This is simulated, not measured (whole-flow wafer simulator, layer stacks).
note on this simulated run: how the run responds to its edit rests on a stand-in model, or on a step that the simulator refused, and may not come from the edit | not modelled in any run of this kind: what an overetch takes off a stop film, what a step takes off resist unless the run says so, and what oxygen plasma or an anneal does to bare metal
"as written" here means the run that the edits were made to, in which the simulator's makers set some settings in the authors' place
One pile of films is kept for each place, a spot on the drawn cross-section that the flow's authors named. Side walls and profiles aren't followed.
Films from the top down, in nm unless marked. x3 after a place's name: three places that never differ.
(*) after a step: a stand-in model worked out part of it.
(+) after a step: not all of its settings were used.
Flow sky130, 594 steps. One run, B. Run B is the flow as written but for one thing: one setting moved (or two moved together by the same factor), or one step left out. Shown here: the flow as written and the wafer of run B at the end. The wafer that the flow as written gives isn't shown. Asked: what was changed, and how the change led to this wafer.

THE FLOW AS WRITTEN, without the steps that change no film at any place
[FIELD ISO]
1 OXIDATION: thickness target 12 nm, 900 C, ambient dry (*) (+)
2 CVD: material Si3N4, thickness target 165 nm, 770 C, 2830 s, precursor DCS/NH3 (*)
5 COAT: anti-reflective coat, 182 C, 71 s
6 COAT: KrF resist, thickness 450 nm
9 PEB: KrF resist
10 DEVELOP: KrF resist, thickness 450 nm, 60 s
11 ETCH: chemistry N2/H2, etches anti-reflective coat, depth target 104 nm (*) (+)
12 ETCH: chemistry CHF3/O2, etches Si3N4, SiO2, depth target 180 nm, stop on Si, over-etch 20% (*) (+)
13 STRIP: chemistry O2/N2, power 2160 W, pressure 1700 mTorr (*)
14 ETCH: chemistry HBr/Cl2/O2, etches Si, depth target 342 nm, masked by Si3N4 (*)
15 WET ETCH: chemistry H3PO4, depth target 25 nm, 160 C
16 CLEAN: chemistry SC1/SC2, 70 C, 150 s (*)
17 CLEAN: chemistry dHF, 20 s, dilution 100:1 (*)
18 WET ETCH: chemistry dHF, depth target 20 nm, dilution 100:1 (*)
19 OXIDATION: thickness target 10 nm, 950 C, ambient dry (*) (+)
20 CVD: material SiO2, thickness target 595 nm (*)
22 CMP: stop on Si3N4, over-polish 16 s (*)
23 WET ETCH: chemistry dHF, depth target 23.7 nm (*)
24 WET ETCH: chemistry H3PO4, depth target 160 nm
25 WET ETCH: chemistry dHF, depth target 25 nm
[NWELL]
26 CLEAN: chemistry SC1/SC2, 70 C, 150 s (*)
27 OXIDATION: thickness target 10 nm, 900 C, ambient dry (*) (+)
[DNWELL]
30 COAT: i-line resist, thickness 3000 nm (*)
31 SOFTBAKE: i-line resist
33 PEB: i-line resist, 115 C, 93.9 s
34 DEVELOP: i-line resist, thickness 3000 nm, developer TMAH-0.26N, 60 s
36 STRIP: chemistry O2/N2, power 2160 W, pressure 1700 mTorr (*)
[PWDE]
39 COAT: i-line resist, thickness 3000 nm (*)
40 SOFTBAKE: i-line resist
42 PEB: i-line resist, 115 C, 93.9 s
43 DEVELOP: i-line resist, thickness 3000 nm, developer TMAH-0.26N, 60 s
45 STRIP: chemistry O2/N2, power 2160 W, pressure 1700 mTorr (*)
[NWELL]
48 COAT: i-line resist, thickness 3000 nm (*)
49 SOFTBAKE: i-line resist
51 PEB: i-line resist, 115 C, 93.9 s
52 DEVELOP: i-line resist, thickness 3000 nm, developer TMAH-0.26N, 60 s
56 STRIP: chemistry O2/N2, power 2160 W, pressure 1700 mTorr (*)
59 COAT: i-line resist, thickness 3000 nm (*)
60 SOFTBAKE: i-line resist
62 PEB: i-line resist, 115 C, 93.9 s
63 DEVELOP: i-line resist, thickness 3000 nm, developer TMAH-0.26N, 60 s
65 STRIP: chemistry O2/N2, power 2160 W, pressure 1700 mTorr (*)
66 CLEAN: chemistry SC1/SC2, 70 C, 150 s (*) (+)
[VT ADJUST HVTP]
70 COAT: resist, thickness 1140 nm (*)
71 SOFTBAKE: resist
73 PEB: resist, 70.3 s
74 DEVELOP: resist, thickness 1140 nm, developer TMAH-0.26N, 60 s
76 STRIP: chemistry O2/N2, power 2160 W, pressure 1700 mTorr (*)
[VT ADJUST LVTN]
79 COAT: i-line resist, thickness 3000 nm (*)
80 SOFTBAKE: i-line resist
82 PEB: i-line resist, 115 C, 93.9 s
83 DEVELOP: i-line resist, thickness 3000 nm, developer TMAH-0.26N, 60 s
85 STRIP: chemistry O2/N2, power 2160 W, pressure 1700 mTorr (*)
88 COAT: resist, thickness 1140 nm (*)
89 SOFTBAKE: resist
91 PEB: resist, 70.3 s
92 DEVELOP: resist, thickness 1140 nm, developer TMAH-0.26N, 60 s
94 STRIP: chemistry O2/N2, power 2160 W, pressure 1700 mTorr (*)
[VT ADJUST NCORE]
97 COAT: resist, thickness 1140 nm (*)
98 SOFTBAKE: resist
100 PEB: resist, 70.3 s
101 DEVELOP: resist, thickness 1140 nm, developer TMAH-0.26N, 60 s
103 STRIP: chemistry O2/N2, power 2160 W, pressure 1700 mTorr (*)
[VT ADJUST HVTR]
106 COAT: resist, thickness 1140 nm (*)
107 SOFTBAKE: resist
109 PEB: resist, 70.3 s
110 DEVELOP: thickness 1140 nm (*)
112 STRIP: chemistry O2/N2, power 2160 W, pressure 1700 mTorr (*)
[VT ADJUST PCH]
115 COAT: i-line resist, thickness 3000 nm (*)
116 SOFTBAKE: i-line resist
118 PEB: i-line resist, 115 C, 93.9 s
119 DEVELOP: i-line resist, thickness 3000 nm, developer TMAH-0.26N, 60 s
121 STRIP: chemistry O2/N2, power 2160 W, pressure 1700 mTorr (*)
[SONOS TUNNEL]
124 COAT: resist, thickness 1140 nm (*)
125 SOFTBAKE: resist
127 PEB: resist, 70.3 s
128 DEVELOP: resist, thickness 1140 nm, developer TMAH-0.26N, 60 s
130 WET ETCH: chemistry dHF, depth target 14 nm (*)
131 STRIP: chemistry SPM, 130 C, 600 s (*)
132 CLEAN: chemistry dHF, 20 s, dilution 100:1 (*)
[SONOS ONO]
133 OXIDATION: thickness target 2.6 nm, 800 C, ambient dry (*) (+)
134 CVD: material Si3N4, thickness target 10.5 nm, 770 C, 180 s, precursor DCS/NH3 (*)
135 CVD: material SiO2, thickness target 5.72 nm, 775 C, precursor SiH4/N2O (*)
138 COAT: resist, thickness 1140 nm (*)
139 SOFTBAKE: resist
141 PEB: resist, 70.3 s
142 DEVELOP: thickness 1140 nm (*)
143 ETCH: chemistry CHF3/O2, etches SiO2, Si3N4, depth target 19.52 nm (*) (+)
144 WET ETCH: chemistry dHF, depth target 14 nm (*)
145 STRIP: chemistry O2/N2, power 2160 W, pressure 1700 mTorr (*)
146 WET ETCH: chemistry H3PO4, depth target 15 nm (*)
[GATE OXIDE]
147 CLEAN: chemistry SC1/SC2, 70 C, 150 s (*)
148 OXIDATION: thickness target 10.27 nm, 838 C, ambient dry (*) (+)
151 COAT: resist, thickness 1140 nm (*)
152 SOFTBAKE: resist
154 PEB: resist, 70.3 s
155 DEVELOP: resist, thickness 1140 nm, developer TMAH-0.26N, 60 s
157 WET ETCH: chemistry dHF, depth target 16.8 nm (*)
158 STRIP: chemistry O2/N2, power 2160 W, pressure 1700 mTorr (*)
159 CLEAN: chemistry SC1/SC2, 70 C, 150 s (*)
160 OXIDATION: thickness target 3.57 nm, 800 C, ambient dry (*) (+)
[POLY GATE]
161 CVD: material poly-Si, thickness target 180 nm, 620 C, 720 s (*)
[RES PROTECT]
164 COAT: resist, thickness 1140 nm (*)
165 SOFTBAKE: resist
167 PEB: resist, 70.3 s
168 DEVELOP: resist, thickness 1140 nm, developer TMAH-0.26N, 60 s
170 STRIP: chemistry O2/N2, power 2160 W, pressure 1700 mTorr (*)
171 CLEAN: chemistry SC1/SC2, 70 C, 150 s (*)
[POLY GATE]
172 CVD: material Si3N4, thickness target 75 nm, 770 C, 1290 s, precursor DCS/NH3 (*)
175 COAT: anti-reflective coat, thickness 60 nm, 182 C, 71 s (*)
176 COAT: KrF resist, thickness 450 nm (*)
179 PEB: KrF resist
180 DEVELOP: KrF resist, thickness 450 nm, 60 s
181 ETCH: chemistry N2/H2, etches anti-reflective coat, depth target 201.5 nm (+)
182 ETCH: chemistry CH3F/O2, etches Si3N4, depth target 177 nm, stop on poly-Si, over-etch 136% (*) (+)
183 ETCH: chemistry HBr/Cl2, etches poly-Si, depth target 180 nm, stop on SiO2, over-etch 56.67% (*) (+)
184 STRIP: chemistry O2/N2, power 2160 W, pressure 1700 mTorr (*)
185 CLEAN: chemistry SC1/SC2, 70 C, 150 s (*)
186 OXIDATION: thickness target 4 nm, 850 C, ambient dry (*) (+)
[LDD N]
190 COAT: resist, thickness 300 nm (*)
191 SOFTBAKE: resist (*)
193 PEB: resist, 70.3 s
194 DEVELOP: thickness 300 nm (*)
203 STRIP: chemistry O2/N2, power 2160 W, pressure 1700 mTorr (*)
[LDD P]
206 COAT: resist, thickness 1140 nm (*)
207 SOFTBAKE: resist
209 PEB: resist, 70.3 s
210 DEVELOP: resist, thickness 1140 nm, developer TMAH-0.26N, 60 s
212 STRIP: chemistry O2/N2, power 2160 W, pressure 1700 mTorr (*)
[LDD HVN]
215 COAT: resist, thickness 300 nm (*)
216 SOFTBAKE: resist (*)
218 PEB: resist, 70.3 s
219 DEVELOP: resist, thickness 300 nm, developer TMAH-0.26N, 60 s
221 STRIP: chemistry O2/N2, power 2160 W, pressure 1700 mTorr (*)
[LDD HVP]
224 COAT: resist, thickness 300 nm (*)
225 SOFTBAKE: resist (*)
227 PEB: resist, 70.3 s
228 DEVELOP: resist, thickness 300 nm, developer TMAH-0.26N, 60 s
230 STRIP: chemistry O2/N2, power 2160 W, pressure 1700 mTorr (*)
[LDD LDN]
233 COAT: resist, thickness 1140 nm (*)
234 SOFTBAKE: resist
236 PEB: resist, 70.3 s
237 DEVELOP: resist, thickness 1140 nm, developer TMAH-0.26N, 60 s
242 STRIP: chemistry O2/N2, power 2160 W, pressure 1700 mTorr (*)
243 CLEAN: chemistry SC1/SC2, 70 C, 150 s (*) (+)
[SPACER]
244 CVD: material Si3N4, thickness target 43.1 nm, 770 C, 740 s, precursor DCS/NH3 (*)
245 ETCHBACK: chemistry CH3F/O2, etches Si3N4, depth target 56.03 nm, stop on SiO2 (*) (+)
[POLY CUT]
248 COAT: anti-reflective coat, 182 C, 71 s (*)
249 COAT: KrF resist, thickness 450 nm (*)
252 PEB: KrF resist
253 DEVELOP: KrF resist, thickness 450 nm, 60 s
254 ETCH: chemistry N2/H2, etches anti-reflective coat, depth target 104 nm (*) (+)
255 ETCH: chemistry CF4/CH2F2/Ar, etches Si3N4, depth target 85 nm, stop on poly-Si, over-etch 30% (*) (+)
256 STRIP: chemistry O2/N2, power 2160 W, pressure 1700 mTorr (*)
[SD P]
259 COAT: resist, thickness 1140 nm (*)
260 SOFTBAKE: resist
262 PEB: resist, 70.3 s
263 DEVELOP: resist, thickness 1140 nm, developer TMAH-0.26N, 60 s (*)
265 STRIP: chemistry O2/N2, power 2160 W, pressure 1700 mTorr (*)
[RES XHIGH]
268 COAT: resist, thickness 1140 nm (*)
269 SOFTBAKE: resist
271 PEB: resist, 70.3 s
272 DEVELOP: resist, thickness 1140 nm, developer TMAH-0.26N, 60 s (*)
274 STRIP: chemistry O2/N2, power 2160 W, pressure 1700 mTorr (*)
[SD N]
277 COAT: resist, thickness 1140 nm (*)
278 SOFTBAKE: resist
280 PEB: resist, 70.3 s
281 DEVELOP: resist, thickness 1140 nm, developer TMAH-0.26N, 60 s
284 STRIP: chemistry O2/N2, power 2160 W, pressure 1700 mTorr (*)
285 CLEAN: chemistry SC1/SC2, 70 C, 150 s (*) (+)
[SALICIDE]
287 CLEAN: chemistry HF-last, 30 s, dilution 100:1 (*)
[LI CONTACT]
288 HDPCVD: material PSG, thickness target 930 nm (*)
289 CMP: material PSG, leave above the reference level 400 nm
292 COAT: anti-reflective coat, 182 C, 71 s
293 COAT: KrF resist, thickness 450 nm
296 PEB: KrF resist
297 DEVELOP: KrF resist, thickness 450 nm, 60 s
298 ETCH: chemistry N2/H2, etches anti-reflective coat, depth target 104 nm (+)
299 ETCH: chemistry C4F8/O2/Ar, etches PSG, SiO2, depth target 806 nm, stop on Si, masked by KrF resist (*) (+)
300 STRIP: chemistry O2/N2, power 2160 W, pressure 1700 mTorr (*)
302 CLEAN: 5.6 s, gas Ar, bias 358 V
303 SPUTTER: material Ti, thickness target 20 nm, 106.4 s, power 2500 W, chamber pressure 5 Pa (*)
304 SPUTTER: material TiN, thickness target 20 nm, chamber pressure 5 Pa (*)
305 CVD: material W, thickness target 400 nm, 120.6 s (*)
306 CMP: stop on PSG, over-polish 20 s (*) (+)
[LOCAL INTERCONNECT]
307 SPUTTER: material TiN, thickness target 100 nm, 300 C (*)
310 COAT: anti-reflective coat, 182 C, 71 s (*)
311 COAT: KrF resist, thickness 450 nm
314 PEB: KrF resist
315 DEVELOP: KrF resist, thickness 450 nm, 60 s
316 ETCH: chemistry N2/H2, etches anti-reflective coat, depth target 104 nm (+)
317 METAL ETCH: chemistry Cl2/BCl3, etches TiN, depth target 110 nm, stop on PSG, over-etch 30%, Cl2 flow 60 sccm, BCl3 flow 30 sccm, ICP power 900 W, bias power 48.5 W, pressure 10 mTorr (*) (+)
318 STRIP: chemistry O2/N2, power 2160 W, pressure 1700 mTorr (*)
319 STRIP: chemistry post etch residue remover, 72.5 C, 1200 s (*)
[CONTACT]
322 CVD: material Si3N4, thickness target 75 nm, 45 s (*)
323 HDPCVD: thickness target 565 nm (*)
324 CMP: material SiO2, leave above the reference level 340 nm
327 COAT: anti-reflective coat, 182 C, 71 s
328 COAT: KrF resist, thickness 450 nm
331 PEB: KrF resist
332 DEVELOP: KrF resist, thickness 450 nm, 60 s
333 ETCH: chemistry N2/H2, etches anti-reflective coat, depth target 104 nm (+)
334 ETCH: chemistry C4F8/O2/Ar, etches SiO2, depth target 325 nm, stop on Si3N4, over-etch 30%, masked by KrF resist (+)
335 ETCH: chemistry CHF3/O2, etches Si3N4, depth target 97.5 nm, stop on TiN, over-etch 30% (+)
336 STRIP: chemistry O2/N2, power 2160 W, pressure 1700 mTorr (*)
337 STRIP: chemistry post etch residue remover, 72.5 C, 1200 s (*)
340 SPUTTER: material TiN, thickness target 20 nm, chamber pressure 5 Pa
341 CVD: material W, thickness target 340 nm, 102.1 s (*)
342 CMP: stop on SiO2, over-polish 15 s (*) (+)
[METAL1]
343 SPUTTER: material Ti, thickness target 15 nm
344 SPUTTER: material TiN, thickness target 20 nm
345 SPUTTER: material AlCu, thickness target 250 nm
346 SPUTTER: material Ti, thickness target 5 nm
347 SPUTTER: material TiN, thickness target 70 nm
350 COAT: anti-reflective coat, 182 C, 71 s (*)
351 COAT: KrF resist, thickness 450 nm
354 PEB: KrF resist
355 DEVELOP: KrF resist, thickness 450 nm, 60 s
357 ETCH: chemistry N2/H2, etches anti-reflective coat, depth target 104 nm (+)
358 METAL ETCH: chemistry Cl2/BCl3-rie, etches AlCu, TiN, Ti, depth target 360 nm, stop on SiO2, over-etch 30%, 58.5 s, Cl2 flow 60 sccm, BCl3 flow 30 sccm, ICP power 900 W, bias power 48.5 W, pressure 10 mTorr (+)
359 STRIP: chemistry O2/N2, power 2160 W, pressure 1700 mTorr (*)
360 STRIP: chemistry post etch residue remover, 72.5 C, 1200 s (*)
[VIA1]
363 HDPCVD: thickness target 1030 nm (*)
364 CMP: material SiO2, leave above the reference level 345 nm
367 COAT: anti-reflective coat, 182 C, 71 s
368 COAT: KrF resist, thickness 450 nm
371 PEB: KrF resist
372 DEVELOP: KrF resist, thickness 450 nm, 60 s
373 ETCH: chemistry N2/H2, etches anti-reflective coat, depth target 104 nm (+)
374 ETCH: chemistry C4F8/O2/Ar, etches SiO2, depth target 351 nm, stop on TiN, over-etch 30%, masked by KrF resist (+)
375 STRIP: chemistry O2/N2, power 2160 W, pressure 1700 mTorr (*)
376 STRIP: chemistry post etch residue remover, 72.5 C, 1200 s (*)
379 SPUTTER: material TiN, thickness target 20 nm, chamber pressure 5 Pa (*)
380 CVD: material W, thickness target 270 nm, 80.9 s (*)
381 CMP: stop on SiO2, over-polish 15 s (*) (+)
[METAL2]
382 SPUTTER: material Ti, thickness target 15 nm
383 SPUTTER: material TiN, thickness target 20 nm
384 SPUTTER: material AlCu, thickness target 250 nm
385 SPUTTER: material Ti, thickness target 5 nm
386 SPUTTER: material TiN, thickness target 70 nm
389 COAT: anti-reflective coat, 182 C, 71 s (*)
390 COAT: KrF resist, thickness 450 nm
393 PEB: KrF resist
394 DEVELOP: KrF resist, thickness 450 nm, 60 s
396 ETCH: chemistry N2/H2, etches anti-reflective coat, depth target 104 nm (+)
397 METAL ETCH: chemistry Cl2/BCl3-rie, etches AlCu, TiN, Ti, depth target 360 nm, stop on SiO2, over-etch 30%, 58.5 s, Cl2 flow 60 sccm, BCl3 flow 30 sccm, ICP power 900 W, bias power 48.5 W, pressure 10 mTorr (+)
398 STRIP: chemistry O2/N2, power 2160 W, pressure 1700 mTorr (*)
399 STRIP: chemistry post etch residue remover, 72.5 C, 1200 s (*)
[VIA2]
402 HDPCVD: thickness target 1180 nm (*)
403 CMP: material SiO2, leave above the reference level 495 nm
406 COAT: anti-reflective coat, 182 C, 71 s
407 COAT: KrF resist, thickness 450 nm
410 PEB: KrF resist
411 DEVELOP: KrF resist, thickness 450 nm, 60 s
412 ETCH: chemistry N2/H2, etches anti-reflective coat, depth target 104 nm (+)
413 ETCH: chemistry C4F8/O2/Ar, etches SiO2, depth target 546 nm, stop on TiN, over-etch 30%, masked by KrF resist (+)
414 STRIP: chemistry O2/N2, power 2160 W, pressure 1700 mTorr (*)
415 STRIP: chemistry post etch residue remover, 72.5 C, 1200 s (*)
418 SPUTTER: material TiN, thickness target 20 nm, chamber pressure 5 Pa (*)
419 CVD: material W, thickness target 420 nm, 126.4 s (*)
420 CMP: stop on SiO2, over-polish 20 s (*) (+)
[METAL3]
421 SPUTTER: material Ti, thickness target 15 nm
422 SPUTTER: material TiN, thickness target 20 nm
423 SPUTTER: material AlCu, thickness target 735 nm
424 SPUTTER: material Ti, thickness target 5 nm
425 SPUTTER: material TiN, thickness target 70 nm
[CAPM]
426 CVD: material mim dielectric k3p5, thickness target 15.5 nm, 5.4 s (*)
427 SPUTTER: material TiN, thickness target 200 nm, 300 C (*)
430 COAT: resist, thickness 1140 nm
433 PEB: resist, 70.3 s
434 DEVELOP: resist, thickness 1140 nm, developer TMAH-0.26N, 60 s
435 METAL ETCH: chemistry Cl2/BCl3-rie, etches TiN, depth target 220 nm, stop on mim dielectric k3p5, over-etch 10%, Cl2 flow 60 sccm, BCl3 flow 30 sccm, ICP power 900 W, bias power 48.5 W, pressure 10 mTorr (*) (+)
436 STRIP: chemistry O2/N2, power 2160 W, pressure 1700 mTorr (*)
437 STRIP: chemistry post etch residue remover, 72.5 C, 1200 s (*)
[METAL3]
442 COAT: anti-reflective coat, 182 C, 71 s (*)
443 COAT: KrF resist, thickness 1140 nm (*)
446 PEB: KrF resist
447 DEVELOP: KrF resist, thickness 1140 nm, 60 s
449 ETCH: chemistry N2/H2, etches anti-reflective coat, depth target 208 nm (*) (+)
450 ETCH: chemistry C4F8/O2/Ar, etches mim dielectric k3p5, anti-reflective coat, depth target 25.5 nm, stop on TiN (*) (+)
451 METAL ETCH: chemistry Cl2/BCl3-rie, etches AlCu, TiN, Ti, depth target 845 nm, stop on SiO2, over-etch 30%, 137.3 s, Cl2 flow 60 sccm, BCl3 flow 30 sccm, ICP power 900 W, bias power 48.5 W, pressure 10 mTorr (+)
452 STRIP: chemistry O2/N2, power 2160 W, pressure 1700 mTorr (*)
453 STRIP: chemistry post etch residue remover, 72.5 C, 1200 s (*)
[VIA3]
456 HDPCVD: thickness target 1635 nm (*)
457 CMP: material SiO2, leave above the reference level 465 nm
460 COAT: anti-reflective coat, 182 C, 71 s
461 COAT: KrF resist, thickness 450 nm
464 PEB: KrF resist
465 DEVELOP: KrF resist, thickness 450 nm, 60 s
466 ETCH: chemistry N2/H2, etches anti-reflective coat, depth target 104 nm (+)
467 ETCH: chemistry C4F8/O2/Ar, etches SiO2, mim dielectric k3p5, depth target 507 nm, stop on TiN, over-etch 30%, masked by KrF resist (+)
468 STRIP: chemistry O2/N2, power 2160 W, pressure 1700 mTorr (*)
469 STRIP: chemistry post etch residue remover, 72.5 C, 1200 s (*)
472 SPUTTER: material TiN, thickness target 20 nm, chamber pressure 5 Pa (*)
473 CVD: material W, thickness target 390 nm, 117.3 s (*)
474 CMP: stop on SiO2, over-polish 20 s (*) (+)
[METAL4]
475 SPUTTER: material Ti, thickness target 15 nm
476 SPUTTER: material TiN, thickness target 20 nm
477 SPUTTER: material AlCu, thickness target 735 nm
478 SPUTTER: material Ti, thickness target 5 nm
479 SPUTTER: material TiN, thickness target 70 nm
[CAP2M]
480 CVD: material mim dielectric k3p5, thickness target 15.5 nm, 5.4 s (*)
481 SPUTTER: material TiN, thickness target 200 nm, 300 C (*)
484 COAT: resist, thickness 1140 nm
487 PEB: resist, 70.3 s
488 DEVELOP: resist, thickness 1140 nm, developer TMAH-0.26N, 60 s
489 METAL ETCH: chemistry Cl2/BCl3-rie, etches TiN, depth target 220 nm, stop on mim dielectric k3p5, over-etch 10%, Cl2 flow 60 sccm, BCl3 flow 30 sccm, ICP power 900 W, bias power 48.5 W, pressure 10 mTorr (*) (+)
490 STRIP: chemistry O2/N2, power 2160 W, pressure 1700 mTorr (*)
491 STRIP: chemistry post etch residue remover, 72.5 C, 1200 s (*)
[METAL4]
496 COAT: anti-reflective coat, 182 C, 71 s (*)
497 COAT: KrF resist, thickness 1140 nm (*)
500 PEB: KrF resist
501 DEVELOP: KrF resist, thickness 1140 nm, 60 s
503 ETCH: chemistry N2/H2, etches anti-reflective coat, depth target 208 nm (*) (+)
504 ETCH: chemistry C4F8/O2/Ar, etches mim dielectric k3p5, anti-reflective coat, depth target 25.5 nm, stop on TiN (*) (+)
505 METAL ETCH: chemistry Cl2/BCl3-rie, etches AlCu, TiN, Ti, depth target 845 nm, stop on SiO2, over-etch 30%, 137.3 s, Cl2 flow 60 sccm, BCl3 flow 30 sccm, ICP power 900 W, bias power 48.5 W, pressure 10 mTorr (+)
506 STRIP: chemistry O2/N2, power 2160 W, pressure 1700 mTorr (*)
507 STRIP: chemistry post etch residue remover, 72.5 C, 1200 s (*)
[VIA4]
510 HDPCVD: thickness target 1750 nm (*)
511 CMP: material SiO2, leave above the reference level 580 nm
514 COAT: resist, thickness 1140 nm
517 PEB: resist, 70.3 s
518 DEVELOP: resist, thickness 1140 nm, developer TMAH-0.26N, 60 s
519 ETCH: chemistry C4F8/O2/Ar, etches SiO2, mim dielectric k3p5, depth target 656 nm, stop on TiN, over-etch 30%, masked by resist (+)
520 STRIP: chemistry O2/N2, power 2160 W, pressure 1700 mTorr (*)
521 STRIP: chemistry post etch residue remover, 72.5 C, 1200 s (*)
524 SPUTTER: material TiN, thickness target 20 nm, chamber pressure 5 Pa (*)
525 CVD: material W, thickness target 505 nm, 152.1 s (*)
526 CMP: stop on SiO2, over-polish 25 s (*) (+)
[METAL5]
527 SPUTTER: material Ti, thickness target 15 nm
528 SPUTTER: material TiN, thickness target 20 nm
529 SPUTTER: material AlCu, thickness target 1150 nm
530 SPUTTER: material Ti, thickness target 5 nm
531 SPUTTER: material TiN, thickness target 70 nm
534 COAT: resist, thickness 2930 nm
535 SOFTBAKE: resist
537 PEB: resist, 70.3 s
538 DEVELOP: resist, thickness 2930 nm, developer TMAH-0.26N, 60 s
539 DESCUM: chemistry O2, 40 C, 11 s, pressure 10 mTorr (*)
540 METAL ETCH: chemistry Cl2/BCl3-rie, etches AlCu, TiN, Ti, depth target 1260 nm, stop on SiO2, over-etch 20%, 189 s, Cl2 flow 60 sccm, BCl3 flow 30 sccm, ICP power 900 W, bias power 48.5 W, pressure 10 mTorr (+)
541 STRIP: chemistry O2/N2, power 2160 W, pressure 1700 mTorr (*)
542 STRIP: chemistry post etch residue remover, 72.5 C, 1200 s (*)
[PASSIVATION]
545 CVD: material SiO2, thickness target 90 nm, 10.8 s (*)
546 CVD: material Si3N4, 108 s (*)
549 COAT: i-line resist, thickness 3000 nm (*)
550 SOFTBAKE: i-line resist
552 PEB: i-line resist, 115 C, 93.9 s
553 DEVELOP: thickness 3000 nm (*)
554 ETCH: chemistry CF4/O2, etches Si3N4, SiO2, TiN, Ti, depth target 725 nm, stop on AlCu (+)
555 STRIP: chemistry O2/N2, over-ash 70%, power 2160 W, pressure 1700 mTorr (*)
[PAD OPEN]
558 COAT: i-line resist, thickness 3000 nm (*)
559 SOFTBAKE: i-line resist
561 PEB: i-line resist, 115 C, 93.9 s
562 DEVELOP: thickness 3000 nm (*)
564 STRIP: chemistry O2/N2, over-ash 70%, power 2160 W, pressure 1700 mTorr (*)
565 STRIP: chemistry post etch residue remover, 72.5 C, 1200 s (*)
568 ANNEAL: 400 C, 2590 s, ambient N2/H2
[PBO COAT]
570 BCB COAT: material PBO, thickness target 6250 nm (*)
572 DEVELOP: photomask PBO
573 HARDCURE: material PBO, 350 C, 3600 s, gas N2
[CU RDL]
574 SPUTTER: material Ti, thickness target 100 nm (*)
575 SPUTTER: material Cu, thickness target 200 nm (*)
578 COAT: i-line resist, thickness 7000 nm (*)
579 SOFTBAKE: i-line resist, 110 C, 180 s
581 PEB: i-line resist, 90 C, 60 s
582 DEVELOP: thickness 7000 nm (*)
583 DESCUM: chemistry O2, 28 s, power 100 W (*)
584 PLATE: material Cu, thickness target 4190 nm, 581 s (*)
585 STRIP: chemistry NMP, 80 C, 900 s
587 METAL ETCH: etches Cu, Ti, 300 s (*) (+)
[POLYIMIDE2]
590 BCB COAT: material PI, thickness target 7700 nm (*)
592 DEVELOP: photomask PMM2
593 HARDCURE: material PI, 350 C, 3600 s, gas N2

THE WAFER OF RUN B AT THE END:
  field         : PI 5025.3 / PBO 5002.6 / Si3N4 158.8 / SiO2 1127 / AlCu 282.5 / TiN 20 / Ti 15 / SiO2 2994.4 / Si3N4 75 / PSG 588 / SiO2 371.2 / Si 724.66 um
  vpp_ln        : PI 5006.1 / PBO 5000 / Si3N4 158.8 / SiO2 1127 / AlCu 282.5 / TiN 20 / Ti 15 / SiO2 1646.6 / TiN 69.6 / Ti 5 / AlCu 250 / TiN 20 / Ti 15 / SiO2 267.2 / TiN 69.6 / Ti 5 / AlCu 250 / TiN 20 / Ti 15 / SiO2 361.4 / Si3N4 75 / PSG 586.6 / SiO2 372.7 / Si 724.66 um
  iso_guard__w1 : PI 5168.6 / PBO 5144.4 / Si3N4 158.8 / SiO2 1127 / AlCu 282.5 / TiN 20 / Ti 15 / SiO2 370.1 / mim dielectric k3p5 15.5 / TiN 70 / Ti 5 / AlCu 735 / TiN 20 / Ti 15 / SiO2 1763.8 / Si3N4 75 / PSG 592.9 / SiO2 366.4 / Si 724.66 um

The cause: step 505, METAL ETCH: depth target 401.4 nm was run, where the flow has depth target 845 nm; step 505, METAL ETCH: 65.2 s was run, where the flow has 137.3 s.

How the change led to this, step by step:
  505 METAL ETCH: chemistry Cl2/BCl3-rie, etches AlCu, TiN, Ti, depth target 845 nm, stop on SiO2, over-etch 30%, 137.3 s, Cl2 flow 60 sccm, BCl3 flow 30 sccm, ICP power 900 W, bias power 48.5 W, pressure 10 mTorr (+)
      field, gate, spacer and 68 more: TiN -70 (all of it), Ti -5 (all of it), AlCu -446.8 (as written it would be: TiN -70 (all of it), Ti -5 (all of it), AlCu -735 (all of it), TiN -20 (all of it), Ti -15 (all of it), SiO2 -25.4)
      active, vpp_iso1, mim_edge_plate and 14 more: TiN -70 (all of it), Ti -5 (all of it), AlCu -446.8 (as written it would be: TiN -70 (all of it), Ti -5 (all of it), AlCu -735 (all of it), TiN -20 (all of it), Ti -15 (all of it), SiO2 -25.3)
      (and at 105 more places)
  506 STRIP: chemistry O2/N2, power 2160 W, pressure 1700 mTorr (*)
      mim, dice_street, pplus_nw and 67 more: KrF resist -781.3 (all of it), anti-reflective coat -80 (all of it) (as written it would be: KrF resist -492.9 (all of it), anti-reflective coat -80 (all of it))
      n_well, p_well, gate_hv and 13 more: KrF resist -781.2 (all of it), anti-reflective coat -80 (all of it) (as written it would be: KrF resist -492.9 (all of it), anti-reflective coat -80 (all of it))
      (and at 19 more places)
  507 STRIP: chemistry post etch residue remover, 72.5 C, 1200 s (*)
      field, active, gate and 85 more: AlCu -5.72 (as written it would be: nothing)
  510 HDPCVD: thickness target 1750 nm (*)
      field, active, gate and 85 more: SiO2 +1750 (new film) (as written it would be: SiO2 +1750)
  511 CMP: material SiO2, leave above the reference level 580 nm
      field, active, gate and 77 more: SiO2 -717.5 (as written it would be: SiO2 -374.7)
      iso_guard__w1, mim_edge_gap, vpp_l1ln, vpp_m3ln, rpm_encl, via2_enc, rpm_encl_psd, iso_guard_nsd_tip: SiO2 -717.5 (as written it would be: SiO2 -374.6)
Counting metal films that touch as one body, field has 1 body; the flow as written gives 0 bodies.
Counting metal films that touch as one body, vpp_ln has 3 bodies (between them, from the top down: SiO2 1646.6; SiO2 267.2); the flow as written gives 2 bodies (between them, from the top down: SiO2 267.2).
Counting metal films that touch as one body, iso_guard__w1 has 2 bodies (between them, from the top down: SiO2 370.1 / mim dielectric k3p5 15.5); the flow as written gives 1 body.
